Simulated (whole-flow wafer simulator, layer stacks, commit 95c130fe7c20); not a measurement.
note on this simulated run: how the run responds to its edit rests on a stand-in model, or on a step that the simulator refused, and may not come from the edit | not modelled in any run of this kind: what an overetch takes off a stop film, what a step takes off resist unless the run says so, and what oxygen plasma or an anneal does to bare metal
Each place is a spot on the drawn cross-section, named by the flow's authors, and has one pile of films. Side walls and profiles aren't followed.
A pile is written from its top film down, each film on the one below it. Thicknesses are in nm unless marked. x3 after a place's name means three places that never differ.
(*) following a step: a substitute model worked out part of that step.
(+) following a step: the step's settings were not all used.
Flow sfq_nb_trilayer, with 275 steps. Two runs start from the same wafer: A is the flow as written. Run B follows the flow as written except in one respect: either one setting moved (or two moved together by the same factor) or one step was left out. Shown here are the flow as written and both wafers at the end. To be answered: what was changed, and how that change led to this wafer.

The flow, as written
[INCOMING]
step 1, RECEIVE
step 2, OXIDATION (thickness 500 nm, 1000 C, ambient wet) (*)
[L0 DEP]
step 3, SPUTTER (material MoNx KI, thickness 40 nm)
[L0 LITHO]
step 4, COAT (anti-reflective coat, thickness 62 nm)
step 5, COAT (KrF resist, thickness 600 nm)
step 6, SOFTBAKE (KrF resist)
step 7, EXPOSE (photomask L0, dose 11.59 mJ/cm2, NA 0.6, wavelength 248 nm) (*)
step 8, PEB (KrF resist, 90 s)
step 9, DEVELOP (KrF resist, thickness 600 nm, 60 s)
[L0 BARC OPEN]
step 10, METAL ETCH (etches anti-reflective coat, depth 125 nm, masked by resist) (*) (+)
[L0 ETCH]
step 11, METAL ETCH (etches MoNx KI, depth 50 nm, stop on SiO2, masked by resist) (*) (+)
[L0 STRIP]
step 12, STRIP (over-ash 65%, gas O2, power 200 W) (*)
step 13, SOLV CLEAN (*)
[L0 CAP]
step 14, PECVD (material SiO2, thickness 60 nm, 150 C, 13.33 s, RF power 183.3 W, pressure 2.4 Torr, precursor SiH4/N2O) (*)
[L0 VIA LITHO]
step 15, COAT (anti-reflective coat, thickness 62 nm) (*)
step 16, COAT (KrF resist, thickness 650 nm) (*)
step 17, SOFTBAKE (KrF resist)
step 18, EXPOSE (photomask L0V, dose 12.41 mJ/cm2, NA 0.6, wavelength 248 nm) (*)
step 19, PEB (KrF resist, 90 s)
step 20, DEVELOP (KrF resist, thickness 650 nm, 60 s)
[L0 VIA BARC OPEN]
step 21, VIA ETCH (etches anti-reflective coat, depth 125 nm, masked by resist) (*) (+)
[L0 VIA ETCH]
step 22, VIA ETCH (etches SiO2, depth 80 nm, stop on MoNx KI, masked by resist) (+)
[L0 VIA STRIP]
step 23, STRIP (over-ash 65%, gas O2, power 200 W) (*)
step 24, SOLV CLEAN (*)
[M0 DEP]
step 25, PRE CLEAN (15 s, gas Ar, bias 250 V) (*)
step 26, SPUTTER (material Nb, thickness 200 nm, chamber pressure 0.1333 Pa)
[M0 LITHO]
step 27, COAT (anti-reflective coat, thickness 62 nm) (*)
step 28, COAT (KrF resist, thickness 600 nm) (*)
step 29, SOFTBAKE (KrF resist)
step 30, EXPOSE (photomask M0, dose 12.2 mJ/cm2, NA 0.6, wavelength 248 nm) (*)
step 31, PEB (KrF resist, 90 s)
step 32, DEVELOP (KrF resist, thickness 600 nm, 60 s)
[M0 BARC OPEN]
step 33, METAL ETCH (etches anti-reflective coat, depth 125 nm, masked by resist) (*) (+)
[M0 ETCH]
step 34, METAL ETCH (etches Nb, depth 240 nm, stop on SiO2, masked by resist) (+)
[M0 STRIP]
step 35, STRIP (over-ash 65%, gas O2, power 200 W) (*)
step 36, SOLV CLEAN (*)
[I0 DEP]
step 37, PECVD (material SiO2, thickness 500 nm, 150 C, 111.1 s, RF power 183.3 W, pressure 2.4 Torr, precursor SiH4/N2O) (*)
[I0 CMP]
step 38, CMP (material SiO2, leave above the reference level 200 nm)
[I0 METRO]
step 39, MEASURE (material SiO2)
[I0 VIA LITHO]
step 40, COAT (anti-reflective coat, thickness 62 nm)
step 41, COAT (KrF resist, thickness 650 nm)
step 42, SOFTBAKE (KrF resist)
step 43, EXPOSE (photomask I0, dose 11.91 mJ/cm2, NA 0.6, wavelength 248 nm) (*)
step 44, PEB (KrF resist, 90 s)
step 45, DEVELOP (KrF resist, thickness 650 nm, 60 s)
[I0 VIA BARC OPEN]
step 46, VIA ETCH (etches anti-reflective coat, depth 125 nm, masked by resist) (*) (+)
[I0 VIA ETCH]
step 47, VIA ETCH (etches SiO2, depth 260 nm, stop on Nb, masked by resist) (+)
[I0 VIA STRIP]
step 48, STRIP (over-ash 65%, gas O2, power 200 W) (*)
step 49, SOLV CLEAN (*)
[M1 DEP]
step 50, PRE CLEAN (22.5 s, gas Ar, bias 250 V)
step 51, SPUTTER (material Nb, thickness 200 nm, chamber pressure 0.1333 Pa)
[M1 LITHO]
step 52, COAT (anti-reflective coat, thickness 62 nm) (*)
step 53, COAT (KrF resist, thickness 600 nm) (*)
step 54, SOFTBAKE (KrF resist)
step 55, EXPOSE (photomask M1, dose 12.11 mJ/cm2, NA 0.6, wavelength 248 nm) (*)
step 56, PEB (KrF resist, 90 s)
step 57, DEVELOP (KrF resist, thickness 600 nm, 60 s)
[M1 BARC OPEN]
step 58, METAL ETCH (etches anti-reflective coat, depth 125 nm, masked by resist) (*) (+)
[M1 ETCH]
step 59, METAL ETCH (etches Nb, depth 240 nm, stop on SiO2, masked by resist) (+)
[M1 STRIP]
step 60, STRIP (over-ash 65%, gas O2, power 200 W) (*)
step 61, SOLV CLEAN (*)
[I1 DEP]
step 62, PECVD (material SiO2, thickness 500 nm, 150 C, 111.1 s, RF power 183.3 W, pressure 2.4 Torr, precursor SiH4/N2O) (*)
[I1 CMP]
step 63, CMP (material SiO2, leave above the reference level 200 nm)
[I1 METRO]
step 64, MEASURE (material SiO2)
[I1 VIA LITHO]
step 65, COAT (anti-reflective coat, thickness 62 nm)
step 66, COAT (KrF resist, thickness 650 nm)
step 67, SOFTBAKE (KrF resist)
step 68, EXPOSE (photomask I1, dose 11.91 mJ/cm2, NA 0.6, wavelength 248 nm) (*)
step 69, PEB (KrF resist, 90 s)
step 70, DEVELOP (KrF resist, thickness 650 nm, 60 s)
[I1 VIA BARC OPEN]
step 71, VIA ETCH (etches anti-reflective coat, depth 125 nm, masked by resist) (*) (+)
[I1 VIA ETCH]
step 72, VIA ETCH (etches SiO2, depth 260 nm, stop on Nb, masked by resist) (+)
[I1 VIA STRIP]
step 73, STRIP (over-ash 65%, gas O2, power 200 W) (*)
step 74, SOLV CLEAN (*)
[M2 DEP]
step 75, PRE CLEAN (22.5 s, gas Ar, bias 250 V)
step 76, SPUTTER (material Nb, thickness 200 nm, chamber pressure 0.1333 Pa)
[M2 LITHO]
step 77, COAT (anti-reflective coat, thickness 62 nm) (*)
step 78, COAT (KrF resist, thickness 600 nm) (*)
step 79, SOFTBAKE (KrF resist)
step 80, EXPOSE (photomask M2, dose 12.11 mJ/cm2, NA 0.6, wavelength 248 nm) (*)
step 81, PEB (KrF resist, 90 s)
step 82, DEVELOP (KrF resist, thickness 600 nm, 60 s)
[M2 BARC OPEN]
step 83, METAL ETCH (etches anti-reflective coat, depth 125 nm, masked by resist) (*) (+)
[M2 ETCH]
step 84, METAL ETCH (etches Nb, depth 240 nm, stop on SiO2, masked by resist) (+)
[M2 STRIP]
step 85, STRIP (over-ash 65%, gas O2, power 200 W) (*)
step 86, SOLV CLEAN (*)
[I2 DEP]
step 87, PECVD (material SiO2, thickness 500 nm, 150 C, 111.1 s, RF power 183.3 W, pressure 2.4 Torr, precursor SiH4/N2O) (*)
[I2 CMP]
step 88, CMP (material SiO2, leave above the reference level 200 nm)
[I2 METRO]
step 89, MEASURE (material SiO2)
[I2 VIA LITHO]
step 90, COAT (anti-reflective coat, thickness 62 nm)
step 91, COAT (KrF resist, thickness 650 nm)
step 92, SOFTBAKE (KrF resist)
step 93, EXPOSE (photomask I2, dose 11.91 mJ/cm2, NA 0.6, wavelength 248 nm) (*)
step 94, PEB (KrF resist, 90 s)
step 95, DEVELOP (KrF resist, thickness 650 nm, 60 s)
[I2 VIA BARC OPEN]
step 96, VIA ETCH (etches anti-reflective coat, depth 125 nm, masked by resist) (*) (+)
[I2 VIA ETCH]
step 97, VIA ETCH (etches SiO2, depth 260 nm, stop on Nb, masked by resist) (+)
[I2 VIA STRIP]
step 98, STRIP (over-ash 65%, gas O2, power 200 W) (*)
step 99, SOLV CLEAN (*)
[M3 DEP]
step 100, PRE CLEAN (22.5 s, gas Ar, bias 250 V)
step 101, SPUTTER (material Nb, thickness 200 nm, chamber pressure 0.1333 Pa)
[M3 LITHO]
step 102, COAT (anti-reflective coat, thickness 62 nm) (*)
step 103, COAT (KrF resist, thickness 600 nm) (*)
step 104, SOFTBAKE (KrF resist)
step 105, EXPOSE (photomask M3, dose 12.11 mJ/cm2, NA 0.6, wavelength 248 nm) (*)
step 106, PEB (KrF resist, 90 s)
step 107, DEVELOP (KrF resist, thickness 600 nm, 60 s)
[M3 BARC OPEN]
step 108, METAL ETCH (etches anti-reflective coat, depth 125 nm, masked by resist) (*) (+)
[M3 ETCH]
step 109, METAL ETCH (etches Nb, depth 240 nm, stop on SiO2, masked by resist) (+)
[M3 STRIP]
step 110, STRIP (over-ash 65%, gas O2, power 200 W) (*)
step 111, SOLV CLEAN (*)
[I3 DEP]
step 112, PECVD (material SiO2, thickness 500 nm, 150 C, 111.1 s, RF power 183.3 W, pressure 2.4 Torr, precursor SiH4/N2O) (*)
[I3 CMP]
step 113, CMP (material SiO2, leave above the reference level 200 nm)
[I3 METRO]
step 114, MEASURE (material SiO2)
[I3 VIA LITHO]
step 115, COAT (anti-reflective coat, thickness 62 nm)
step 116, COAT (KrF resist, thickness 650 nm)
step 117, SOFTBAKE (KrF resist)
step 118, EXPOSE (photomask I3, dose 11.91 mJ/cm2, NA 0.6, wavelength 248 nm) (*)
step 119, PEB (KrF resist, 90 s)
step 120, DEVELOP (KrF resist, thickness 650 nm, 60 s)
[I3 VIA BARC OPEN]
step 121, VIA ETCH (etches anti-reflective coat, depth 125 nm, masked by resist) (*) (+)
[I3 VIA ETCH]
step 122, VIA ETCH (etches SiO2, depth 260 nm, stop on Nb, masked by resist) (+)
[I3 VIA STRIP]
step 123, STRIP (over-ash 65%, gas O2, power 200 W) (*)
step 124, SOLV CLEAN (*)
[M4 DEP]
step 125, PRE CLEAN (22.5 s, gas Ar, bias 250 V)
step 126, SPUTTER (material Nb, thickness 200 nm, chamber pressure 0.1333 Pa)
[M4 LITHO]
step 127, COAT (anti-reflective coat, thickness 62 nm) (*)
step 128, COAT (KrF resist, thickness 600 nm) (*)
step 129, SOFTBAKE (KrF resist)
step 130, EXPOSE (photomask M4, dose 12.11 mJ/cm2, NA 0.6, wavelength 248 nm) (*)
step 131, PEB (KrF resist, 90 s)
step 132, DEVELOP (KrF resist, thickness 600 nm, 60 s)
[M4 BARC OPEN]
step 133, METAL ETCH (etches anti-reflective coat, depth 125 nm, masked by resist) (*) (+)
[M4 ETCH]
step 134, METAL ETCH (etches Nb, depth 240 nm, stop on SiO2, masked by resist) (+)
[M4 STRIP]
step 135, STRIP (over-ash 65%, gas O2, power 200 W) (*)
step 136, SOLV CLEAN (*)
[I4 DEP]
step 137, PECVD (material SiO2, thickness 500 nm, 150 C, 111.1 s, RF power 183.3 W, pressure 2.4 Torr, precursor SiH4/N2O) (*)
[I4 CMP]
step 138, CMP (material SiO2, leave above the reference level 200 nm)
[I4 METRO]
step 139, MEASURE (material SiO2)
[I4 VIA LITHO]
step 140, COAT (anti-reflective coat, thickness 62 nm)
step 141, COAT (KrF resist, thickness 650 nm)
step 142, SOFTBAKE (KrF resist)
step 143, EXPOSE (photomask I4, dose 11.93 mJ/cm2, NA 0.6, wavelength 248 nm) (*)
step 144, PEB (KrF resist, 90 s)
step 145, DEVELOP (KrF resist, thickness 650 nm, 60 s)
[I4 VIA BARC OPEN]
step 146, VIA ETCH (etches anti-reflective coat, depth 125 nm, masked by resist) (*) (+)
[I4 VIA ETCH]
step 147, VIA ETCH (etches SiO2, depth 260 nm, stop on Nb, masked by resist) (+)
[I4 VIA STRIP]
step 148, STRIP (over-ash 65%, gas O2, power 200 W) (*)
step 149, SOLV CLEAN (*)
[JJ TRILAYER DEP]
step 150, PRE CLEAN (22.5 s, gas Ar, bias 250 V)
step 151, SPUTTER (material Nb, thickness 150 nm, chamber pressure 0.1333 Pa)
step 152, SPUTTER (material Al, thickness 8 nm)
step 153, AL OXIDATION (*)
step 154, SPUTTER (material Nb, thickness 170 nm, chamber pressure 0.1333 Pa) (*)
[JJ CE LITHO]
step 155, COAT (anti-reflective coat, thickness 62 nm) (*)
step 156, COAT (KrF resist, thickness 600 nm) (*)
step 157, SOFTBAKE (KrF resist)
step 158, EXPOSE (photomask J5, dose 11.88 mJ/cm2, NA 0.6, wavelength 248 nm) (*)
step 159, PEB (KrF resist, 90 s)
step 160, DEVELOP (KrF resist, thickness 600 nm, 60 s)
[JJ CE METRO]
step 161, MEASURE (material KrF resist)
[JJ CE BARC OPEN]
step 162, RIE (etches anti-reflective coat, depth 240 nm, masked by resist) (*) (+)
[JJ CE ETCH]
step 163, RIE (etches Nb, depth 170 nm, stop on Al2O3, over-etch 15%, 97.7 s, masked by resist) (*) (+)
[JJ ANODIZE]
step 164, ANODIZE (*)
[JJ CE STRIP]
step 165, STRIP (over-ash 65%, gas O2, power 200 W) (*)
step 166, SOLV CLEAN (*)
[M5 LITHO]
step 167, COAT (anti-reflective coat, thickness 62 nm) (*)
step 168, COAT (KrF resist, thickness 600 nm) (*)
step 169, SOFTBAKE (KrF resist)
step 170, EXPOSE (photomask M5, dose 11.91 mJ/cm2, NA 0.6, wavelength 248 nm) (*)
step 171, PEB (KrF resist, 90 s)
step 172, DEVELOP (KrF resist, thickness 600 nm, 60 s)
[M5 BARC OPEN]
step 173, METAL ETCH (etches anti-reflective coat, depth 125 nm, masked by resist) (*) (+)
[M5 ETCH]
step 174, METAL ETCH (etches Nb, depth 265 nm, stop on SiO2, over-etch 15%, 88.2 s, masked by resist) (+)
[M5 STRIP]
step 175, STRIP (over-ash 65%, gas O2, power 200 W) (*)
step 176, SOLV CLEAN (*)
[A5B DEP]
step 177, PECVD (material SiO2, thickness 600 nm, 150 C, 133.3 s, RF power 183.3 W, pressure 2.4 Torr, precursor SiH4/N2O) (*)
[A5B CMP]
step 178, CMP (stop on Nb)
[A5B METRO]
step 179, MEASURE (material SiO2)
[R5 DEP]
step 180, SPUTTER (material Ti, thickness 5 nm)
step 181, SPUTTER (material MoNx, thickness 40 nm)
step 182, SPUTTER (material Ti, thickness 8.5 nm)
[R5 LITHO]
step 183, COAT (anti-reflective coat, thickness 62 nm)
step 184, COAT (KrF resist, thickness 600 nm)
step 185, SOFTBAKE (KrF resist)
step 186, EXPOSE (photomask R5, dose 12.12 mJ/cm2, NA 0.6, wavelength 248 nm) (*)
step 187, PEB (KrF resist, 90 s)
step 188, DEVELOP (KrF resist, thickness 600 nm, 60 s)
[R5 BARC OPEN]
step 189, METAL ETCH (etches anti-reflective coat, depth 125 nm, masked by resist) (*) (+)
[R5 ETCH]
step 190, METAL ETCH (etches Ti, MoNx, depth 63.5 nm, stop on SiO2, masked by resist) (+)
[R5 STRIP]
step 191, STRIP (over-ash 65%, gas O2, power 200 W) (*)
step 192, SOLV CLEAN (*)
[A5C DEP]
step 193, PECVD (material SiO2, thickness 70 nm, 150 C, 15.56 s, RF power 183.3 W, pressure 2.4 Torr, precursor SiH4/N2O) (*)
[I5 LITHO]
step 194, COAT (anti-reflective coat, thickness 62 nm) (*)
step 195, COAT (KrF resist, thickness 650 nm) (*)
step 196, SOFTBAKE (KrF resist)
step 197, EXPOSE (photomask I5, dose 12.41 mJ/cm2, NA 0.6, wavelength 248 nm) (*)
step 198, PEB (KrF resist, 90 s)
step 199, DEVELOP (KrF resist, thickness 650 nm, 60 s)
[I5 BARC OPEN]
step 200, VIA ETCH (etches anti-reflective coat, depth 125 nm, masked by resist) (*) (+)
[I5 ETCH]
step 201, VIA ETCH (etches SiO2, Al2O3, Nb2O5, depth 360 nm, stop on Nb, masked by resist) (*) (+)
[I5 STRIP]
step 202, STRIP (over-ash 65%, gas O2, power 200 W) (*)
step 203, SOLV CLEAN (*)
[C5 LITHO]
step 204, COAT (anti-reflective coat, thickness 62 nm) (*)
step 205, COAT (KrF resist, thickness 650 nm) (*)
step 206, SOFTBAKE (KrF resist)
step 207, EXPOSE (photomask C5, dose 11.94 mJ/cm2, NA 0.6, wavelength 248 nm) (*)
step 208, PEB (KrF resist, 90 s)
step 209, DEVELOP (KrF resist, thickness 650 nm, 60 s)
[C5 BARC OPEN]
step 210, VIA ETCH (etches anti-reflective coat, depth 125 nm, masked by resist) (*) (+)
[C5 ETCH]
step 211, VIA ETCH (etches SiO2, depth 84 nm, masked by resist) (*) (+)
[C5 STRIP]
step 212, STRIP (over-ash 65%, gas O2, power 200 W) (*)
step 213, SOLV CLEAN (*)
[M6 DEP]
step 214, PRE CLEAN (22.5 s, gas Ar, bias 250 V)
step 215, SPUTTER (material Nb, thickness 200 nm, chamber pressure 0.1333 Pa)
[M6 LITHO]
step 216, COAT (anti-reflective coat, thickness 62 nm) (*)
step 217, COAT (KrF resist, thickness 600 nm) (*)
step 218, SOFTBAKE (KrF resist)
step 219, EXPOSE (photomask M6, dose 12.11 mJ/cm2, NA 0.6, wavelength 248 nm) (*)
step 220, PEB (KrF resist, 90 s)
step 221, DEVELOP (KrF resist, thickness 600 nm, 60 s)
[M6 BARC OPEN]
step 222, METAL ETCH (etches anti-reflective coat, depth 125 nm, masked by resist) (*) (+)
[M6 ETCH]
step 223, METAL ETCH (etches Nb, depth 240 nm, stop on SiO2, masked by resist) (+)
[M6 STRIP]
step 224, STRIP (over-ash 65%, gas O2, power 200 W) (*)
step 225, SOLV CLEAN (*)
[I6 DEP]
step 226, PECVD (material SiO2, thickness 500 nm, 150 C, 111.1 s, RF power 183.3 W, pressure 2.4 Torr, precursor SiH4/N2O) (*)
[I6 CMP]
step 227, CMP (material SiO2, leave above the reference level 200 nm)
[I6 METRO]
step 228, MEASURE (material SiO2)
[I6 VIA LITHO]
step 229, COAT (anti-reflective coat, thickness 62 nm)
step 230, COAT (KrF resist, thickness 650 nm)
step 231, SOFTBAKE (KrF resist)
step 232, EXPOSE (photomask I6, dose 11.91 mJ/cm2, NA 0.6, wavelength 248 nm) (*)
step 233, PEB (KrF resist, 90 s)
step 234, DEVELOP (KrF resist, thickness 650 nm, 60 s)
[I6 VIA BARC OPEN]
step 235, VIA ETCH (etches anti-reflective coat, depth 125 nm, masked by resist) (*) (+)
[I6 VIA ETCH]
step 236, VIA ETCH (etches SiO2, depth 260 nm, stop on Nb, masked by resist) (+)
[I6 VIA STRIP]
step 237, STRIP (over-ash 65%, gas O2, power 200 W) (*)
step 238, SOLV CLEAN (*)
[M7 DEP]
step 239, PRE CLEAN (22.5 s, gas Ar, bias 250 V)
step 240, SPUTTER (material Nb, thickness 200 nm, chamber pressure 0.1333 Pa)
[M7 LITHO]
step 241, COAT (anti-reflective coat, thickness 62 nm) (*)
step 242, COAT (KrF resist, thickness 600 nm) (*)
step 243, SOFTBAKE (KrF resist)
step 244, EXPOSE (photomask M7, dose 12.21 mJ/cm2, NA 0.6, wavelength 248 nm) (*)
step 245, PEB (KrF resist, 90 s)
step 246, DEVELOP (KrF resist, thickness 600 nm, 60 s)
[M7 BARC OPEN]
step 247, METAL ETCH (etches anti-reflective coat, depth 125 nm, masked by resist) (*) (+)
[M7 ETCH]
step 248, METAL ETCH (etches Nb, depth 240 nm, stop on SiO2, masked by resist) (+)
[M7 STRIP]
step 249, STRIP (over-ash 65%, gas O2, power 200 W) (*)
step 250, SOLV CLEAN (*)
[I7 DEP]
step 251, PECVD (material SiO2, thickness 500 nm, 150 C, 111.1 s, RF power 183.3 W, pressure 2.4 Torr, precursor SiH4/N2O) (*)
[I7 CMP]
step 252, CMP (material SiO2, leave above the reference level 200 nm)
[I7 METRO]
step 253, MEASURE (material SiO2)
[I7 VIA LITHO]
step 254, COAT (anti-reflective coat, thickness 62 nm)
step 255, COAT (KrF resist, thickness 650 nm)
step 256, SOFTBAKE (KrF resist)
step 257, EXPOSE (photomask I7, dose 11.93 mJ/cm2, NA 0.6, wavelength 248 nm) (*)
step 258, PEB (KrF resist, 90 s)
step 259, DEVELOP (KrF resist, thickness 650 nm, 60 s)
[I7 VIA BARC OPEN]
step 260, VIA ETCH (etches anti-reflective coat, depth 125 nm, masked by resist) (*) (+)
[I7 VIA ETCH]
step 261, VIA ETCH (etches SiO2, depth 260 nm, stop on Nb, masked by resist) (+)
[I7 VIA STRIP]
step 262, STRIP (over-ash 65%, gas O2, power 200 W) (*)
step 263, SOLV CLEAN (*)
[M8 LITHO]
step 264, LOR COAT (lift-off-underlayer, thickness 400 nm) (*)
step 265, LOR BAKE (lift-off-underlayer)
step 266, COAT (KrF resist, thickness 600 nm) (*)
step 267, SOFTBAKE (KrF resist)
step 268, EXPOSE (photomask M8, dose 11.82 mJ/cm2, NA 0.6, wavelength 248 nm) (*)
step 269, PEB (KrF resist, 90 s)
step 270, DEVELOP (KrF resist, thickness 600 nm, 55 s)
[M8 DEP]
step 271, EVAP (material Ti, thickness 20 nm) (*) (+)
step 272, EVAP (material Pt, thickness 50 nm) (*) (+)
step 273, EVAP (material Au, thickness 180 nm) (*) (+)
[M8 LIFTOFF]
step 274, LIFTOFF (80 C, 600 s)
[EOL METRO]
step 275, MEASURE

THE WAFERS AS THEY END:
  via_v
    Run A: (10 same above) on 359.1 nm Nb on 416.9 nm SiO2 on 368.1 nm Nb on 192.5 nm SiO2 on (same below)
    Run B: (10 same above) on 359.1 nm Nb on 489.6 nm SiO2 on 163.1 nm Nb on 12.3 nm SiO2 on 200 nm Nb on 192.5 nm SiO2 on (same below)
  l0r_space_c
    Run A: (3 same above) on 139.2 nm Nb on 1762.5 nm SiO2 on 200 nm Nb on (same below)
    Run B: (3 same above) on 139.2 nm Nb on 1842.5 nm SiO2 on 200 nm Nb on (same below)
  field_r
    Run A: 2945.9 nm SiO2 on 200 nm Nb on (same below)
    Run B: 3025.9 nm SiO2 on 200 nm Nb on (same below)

Cause: step 63, CMP: leave above the reference level 280 nm was run, whereas the flow has leave above the reference level 200 nm.

Step by step, how the change led to this:
  step 63, CMP (material SiO2, leave above the reference level 200 nm)
      field_l, be, be_sur and 72 more: A -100 SiO2 | B -20 SiO2
      v_sur, via_wl, via_wr and 20 more: A -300 SiO2 | B -220 SiO2
      (also at 8 further places)
  step 72, VIA ETCH (etches SiO2, depth 260 nm, stop on Nb, masked by resist) (+)
      via_v: A -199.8 SiO2 (all of it) | B -260 SiO2
  step 75, PRE CLEAN (22.5 s, gas Ar, bias 250 V)
      via_v: A -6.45 Nb | B -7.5 SiO2
  step 76, SPUTTER (material Nb, thickness 200 nm, chamber pressure 0.1333 Pa)
      via_v: A +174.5 Nb | B +163.1 Nb (new film)
  step 77, COAT (anti-reflective coat, thickness 62 nm) (*)
      via_sp: A +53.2 anti-reflective coat (new film) | B +51.9 anti-reflective coat (new film)
      via_v: A +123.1 anti-reflective coat (new film) | B +136.1 anti-reflective coat (new film)
      (also at 1 further place)
  step 78, COAT (KrF resist, thickness 600 nm) (*)
      via_v: A +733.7 KrF resist (new film) | B +783.4 KrF resist (new film)
  step 85, STRIP (over-ash 65%, gas O2, power 200 W) (*)
      via_sp: A -374.4 KrF resist (all of it), -53.2 anti-reflective coat (all of it) | B -370.4 KrF resist (all of it), -51.9 anti-reflective coat (all of it)
      via_v: A -515.8 KrF resist (all of it), -123.1 anti-reflective coat (all of it) | B -565.3 KrF resist (all of it), -136.1 anti-reflective coat (all of it)
      (also at 1 further place)
  step 87, PECVD (material SiO2, thickness 500 nm, 150 C, 111.1 s, RF power 183.3 W, pressure 2.4 Torr, precursor SiH4/N2O) (*)
      via_v: A +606 SiO2 (new film) | B +678.7 SiO2 (new film)
With metal films that touch counted as one body, via_v has 7 bodies (between them, from the top down: SiO2 437.8; SiO2 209 / Al2O3 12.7 / Nb2O5 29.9; SiO2 425.9; SiO2 489.6; SiO2 12.3; SiO2 192.5); the flow as written gives 6 bodies (between them, from the top down: SiO2 437.8; SiO2 209 / Al2O3 12.7 / Nb2O5 29.9; SiO2 425.9; SiO2 416.9; SiO2 192.5).
